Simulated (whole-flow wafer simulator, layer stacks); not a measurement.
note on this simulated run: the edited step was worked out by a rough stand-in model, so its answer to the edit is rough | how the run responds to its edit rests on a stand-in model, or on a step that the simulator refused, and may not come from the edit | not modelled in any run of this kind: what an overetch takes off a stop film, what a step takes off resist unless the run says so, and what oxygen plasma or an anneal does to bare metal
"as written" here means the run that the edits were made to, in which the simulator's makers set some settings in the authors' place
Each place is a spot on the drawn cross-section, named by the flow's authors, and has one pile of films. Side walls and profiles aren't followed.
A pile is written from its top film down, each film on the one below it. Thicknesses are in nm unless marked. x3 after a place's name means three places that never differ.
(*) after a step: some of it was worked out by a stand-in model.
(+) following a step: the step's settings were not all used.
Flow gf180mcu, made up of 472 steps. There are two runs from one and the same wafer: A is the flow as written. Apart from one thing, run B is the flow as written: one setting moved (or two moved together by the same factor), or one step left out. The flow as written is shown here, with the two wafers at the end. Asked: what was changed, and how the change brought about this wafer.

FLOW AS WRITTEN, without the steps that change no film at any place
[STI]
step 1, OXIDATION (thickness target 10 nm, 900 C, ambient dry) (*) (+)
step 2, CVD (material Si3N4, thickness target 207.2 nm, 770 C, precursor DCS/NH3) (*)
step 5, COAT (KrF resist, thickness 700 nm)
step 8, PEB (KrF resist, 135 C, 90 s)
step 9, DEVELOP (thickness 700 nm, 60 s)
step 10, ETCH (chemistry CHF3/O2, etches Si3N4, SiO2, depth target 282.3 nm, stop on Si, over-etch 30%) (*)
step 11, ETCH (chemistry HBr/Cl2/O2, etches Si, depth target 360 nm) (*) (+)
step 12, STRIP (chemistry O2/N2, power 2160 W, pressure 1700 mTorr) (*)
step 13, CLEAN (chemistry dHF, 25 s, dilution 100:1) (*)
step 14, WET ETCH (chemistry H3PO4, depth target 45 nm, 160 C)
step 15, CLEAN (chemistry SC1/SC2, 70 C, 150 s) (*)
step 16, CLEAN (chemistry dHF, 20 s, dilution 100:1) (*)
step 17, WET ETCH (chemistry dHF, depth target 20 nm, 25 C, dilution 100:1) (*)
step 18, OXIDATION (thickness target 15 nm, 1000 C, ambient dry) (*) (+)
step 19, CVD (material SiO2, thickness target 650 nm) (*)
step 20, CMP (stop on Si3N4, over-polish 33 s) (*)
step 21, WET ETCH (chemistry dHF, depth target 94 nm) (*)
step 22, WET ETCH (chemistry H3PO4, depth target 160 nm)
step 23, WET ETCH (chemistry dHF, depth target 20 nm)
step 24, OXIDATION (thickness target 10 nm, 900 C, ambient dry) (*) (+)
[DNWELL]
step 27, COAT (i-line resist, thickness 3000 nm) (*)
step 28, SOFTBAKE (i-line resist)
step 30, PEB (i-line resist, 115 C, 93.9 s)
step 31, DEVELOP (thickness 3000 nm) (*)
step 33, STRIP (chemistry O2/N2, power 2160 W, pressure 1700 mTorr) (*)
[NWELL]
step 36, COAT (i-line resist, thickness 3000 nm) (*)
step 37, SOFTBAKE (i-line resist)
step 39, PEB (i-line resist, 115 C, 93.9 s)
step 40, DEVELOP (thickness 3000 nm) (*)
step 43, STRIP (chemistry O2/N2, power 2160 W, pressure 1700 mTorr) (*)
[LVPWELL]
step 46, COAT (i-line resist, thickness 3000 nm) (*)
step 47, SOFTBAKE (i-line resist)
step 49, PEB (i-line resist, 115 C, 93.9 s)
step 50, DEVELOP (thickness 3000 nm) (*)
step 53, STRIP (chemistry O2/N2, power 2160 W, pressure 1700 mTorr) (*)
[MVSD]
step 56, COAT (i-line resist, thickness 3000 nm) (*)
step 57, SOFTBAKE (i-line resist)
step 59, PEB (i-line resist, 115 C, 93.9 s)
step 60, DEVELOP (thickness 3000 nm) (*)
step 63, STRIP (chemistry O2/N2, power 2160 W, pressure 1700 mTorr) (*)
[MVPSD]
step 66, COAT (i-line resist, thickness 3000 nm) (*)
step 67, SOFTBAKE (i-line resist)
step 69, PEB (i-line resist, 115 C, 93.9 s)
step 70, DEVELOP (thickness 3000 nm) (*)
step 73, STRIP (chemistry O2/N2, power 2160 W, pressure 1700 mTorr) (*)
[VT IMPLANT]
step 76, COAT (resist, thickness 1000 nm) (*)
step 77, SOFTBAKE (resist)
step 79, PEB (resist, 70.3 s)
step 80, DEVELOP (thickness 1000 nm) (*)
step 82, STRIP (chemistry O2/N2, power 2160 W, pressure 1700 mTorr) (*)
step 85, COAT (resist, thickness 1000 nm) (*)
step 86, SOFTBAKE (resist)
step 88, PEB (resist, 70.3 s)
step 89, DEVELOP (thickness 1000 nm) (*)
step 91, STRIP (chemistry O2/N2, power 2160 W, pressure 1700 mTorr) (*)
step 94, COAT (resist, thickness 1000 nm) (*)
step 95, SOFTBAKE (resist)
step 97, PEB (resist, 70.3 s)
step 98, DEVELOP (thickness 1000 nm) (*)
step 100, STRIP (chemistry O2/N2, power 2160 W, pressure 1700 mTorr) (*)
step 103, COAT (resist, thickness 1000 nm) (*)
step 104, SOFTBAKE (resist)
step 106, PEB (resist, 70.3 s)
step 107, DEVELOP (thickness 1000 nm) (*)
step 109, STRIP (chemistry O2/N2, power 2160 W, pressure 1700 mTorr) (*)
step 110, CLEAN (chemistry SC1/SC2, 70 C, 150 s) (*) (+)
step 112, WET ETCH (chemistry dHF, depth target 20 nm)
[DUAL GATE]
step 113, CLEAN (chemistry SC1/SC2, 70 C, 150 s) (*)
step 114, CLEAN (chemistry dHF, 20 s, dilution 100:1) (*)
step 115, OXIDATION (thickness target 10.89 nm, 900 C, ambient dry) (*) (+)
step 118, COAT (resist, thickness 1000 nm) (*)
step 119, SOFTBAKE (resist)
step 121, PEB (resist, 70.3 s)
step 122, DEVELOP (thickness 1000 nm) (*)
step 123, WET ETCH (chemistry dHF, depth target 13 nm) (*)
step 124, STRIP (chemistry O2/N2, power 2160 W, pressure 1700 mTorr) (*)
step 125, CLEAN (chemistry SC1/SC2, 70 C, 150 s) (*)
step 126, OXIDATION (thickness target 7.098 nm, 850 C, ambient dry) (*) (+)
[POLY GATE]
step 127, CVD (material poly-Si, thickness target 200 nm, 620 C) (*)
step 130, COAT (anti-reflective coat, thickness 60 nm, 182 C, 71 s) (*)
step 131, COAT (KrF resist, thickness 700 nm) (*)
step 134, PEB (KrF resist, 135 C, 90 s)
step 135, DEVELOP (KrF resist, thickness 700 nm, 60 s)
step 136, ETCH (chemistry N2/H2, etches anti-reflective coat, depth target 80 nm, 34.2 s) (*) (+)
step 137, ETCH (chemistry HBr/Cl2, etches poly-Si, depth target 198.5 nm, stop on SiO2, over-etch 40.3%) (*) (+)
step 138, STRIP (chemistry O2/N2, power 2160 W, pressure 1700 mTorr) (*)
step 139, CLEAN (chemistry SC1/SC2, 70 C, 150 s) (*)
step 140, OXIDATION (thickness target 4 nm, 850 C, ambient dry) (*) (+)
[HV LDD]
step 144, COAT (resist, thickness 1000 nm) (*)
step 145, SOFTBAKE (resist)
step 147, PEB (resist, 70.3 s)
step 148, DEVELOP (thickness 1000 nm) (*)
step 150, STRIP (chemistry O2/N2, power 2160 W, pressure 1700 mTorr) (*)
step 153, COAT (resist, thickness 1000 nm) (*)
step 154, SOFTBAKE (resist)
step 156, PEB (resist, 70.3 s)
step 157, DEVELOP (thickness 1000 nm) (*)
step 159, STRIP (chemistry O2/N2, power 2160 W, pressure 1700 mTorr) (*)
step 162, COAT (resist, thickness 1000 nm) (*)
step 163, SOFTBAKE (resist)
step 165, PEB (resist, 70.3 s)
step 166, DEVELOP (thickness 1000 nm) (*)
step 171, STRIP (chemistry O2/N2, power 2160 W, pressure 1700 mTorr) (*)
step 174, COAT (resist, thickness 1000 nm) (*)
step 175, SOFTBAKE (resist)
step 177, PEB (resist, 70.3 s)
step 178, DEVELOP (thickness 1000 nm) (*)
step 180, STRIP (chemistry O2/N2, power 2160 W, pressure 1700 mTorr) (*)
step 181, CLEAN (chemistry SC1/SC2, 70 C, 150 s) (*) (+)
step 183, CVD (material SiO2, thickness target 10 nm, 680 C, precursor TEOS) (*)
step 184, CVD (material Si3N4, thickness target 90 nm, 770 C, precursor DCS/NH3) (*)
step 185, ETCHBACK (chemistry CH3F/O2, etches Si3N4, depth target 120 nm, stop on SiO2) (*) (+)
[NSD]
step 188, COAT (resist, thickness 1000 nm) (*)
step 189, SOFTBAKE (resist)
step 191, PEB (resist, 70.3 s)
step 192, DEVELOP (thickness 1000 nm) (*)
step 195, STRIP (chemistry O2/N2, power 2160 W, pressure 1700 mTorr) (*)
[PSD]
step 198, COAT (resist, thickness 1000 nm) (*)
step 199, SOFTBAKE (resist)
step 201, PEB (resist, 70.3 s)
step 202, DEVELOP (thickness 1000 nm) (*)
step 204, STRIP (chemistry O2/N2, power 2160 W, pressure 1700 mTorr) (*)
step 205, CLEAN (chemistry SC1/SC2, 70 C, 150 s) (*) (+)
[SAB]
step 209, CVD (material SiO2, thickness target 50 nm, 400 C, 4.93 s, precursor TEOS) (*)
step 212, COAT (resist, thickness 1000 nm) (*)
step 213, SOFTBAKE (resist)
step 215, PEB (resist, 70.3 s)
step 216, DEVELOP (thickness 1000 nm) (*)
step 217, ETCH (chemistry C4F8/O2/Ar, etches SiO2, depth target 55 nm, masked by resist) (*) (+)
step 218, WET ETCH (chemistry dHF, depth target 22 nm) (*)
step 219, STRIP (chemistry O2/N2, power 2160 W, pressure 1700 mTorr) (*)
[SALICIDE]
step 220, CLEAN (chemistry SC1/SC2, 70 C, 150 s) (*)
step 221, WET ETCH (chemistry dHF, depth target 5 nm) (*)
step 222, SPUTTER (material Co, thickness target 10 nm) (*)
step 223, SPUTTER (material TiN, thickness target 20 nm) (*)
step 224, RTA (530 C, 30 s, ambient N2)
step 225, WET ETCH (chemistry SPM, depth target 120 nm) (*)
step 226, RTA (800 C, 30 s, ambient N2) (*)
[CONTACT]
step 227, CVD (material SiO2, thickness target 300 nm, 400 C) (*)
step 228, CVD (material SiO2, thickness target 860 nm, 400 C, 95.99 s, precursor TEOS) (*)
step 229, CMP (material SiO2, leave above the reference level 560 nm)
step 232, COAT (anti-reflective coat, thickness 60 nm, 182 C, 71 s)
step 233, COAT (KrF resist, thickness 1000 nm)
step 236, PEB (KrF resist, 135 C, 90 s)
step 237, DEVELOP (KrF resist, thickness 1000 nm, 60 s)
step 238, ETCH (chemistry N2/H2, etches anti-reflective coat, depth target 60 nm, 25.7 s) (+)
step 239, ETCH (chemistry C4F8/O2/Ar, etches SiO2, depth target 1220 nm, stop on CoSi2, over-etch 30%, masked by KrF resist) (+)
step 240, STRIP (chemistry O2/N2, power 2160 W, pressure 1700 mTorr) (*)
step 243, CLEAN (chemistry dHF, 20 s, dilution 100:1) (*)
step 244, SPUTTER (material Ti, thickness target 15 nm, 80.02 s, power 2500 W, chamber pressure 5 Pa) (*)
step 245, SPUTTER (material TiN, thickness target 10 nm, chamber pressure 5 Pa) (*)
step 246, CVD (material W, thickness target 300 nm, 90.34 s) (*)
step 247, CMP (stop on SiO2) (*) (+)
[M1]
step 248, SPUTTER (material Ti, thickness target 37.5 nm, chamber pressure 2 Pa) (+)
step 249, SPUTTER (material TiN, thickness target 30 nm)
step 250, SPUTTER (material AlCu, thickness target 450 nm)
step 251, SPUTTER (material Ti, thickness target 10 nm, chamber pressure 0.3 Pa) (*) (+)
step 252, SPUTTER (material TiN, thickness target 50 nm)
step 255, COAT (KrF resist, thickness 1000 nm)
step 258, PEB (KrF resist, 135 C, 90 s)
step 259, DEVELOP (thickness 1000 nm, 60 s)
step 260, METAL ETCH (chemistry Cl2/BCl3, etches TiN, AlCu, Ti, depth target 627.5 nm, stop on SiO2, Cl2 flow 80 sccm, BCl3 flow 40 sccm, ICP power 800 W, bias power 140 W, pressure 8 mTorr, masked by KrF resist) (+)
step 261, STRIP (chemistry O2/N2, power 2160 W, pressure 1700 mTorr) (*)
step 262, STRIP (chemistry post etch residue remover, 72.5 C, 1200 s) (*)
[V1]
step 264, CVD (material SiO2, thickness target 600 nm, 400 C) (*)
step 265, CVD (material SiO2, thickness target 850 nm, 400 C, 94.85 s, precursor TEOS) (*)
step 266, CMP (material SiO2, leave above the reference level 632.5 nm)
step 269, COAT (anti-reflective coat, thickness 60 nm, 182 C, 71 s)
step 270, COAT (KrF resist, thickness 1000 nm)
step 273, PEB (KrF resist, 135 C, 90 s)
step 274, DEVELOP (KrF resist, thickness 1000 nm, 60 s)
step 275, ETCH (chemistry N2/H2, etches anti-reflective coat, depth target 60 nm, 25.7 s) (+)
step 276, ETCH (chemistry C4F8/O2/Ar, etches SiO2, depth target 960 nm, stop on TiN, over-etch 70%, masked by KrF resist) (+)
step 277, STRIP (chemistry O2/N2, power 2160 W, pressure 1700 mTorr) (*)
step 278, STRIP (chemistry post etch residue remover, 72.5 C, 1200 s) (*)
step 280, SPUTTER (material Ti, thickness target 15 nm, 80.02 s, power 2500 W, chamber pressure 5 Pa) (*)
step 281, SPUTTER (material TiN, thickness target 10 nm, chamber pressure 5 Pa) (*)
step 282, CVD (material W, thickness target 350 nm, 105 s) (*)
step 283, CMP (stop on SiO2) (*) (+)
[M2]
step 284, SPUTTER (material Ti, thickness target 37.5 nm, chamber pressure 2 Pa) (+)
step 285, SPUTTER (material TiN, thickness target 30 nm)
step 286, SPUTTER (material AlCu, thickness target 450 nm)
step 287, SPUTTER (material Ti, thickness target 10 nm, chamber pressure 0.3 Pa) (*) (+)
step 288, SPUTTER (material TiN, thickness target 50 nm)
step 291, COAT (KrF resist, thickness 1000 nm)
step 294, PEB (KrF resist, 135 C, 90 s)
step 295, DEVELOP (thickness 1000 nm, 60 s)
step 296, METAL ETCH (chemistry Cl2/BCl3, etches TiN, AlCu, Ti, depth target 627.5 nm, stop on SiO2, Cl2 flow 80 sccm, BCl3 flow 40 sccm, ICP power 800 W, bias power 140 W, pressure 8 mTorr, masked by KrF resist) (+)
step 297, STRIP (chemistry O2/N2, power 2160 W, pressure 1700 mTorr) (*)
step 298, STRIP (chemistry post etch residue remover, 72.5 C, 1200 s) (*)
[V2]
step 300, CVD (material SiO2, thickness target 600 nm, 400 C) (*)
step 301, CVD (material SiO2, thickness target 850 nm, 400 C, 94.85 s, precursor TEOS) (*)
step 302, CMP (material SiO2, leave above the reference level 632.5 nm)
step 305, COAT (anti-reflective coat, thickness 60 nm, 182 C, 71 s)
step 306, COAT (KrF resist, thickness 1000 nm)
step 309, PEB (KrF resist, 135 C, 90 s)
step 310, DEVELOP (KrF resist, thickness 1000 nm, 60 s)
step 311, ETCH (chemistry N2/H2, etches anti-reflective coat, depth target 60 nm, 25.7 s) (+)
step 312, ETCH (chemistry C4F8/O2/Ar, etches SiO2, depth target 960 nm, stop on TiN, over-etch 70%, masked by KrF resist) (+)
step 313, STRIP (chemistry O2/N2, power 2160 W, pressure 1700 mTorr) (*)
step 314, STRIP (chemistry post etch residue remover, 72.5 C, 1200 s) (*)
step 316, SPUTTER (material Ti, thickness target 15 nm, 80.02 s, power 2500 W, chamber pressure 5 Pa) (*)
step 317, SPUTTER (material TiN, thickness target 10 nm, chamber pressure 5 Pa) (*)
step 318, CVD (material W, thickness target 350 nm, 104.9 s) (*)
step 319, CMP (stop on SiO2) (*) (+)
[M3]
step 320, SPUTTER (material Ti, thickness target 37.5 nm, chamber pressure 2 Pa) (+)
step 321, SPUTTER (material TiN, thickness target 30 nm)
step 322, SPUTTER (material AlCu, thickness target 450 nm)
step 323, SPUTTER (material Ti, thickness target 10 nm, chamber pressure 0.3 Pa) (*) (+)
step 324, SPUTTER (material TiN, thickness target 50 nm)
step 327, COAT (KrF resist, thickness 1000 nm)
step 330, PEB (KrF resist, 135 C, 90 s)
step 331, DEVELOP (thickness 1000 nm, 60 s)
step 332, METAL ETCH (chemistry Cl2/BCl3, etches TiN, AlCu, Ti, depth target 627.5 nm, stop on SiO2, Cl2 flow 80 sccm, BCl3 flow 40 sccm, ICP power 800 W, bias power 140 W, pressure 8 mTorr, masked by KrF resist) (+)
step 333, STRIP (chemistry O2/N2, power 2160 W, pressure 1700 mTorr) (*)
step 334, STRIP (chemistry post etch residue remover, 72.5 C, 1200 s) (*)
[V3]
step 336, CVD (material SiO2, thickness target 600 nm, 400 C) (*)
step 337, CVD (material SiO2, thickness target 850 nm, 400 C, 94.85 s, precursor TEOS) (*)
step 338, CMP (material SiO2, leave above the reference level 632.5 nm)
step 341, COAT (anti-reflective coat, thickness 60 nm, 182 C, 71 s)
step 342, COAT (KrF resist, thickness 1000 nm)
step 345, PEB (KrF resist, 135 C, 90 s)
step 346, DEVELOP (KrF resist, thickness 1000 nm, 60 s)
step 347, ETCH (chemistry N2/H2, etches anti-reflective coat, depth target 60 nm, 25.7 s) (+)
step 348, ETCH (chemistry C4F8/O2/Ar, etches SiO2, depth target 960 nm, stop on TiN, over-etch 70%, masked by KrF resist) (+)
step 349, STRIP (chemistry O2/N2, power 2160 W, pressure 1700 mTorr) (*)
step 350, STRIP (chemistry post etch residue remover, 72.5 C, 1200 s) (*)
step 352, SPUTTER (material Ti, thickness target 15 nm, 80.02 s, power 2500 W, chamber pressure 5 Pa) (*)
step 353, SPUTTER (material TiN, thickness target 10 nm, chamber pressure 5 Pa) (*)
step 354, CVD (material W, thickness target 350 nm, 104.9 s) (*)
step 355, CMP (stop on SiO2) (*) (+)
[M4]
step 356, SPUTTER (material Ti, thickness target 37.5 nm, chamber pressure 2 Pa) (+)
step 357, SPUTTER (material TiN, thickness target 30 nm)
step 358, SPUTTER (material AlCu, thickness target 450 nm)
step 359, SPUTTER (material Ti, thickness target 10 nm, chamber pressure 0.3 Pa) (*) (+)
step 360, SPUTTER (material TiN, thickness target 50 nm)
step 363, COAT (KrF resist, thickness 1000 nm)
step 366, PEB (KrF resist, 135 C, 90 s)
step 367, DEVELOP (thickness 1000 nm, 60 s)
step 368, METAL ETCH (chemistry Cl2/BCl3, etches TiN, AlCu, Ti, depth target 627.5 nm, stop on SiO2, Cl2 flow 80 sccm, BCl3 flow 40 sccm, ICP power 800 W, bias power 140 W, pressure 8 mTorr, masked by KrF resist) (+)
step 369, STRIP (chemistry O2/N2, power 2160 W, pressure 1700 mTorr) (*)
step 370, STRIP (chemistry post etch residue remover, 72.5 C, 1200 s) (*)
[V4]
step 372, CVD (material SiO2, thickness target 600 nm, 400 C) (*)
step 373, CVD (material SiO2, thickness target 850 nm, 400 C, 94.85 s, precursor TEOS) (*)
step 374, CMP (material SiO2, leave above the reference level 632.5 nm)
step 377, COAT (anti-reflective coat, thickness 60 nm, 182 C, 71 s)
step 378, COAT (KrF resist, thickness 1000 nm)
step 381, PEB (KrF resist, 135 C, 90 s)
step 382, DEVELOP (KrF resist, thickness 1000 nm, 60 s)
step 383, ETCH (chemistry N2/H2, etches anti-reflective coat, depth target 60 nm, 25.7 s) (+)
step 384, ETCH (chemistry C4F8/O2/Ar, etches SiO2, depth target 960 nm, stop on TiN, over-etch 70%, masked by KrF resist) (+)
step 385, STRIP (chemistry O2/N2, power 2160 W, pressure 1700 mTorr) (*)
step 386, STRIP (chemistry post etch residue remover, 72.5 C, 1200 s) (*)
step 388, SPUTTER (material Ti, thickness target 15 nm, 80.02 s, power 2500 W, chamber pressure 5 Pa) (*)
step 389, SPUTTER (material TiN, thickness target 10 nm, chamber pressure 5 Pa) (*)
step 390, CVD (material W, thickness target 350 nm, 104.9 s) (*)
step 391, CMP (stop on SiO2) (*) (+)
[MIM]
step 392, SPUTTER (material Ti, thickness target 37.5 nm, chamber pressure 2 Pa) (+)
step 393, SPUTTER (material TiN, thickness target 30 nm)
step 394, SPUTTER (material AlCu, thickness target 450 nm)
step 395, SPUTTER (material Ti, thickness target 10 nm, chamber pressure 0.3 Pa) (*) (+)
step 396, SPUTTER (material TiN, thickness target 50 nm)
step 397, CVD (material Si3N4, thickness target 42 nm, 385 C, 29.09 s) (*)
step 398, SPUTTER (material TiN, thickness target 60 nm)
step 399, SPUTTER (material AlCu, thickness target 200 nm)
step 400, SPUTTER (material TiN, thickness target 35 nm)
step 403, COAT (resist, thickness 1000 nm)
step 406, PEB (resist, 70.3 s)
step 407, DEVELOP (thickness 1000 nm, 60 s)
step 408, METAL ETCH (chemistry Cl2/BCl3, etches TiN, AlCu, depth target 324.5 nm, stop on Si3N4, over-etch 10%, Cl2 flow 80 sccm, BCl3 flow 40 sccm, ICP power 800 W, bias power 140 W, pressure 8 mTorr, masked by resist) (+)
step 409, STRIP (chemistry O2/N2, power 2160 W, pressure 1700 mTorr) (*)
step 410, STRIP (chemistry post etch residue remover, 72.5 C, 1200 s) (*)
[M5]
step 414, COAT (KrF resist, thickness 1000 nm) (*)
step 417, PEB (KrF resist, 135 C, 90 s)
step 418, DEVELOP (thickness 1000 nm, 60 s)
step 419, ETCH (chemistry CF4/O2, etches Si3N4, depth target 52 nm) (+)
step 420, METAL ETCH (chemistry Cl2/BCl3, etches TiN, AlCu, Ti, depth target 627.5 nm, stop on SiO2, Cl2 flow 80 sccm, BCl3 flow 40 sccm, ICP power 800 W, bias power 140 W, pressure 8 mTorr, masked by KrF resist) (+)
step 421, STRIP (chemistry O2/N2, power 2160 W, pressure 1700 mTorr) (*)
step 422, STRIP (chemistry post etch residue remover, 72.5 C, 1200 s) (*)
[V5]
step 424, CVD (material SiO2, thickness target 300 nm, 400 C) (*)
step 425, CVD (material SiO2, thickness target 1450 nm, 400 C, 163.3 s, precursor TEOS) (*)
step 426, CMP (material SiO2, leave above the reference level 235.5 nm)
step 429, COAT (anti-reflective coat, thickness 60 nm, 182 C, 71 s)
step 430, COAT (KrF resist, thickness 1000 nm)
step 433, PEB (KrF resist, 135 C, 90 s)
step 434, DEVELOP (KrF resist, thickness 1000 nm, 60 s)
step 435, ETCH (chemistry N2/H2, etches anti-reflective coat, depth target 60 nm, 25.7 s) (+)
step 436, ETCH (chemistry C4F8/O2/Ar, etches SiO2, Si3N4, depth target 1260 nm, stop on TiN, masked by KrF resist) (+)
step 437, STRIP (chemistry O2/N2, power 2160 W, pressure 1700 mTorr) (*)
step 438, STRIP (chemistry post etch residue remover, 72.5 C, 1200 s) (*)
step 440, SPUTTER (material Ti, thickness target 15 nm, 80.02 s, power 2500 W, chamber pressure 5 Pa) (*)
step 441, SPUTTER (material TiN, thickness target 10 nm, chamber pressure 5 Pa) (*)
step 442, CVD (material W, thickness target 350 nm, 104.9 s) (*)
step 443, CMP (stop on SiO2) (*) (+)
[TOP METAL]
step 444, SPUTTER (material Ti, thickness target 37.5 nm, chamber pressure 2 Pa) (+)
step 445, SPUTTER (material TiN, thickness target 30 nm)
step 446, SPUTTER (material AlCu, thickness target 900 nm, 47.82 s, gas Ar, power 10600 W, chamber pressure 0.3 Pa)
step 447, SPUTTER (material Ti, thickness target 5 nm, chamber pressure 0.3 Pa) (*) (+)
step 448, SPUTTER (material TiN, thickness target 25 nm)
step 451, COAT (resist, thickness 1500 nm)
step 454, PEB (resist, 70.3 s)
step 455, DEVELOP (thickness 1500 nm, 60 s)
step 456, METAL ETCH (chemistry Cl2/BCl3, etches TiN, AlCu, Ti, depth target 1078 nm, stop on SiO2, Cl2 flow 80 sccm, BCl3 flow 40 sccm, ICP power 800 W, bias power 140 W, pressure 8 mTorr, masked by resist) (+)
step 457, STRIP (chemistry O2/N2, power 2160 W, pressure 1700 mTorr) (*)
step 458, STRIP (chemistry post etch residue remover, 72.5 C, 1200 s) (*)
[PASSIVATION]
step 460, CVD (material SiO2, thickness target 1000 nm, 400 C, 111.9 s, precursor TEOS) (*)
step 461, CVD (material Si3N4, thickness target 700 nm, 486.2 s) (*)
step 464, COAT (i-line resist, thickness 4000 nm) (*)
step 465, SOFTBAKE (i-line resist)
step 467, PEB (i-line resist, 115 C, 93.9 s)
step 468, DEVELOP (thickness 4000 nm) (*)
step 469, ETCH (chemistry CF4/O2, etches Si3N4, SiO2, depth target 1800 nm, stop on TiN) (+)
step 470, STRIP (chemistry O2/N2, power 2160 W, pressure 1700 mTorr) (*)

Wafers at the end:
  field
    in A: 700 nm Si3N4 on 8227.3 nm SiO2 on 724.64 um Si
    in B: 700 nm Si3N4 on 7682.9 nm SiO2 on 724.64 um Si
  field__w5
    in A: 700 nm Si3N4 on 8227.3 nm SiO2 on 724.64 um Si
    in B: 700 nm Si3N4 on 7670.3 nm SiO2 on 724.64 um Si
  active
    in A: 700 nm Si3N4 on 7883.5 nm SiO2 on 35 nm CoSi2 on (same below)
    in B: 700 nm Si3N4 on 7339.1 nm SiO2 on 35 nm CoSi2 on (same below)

Cause: step 425, CVD: thickness target 594 nm was run, though the flow has thickness target 1450 nm; step 425, CVD: 66.95 s was run, where the flow has 163.3 s.

The path from the change to this, step by step:
  step 425, CVD (material SiO2, thickness target 1450 nm, 400 C, 163.3 s, precursor TEOS) (*)
      field, field__w1, field__w4 and 100 more: A +1450 SiO2 | B +605.4 SiO2
      field__w2, field__w3, field__w12 and 6 more: A +1421.8 SiO2 | B +594.2 SiO2
  step 426, CMP (material SiO2, leave above the reference level 235.5 nm)
      field, field__w1, field__w5 and 92 more: A -300.8 SiO2 | B nothing
      field__w2, field__w3, field__w12 and 6 more: A -272.7 SiO2 | B nothing
      (as well as at 8 more places)
  step 429, COAT (anti-reflective coat, thickness 60 nm, 182 C, 71 s)
      field_sub__w2, field_sub__w3, field_sub__w4 and 10 more: A +60 anti-reflective coat (new film) | B +61.9 anti-reflective coat (new film)
      p_well, sti, spacer, sd_n, pad, dice_street: A +60 anti-reflective coat (new film) | B +63 anti-reflective coat (new film)
      (as well as at 50 more places)
  step 430, COAT (KrF resist, thickness 1000 nm)
      field: A +1000 KrF resist (new film) | B +943.5 KrF resist (new film)
      field__w3: A +1000 KrF resist (new film) | B +1021.3 KrF resist (new film)
      (as well as at 28 more places)
  step 433, PEB (KrF resist, 135 C, 90 s)
      field__w7, ppoly_u, npoly_sal: A -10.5 KrF resist | B -12.3 KrF resist
      contact, m1: A -10.5 KrF resist | B -5.27 KrF resist
      (as well as at 16 more places)
  step 434, DEVELOP (KrF resist, thickness 1000 nm, 60 s)
      contact: A -989.5 KrF resist (all of it) | B -643.9 KrF resist (all of it)
  step 435, ETCH (chemistry N2/H2, etches anti-reflective coat, depth target 60 nm, 25.7 s) (+)
      contact: A -60 anti-reflective coat (all of it), -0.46 SiO2 | B -7.25 anti-reflective coat (all of it), -1.81 SiO2
  step 437, STRIP (chemistry O2/N2, power 2160 W, pressure 1700 mTorr) (*)
      p_well, sti, spacer, sd_n, pad, dice_street: A -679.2 KrF resist (all of it), -60 anti-reflective coat (all of it) | B -679.2 KrF resist (all of it), -63 anti-reflective coat (all of it)
      field_sub, ld_acc_n, ld_fp_n, ld_drift_n, ld_drn_n: A -679.2 KrF resist (all of it), -60 anti-reflective coat (all of it) | B -683.2 KrF resist (all of it), -62 anti-reflective coat (all of it)
      (as well as at 61 more places)
  step 440, SPUTTER (material Ti, thickness target 15 nm, 80.02 s, power 2500 W, chamber pressure 5 Pa) (*)
      contact: A +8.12 Ti (new film) | B +11.2 Ti (new film)
  step 441, SPUTTER (material TiN, thickness target 10 nm, chamber pressure 5 Pa) (*)
      contact: A +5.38 TiN (new film) | B +7.45 TiN (new film)
  step 442, CVD (material W, thickness target 350 nm, 104.9 s) (*)
      contact: A +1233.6 W (new film) | B +684.6 W (new film)
  step 443, CMP (stop on SiO2) (*) (+)
      field__w3, field__w12, npoly_sal, ppoly_sal, nw_sep_fld, gate_hv5, gate_p_hv5, sti_nw: A -350 W (all of it), -10 TiN (all of it), -15 Ti (all of it), -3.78 SiO2 | B -350 W (all of it), -9.84 TiN (all of it), -7.94 Ti
      field__w2: A -350 W (all of it), -10 TiN (all of it), -15 Ti (all of it), -3.78 SiO2 | B -350 W (all of it), -9.65 TiN (all of it), -7.68 Ti
      (as well as at 102 more places)
  step 444, SPUTTER (material Ti, thickness target 37.5 nm, chamber pressure 2 Pa) (+)
      field__w2, field__w3, field__w12 and 6 more: A +37.5 Ti (new film) | B +36.7 Ti
  step 445, SPUTTER (material TiN, thickness target 30 nm)
      field__w2, field__w3, field__w12 and 6 more: A +30 TiN (new film) | B +28.6 TiN (new film)
  step 446, SPUTTER (material AlCu, thickness target 900 nm, 47.82 s, gas Ar, power 10600 W, chamber pressure 0.3 Pa)
      field__w2, field__w3, field__w12 and 6 more: A +900 AlCu (new film) | B +869.8 AlCu (new film)
  step 447, SPUTTER (material Ti, thickness target 5 nm, chamber pressure 0.3 Pa) (*) (+)
      field__w2: A +5 Ti (new film) | B +4.13 Ti (new film)
  ... 10 further steps ...
  step 470, STRIP (chemistry O2/N2, power 2160 W, pressure 1700 mTorr) (*)
      field__w8, m1__w1: A -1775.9 i-line resist (all of it) | B -1274.4 i-line resist (all of it)
      m1: A -1798.9 i-line resist (all of it) | B -1294.1 i-line resist (all of it)
      (as well as at 3 more places)
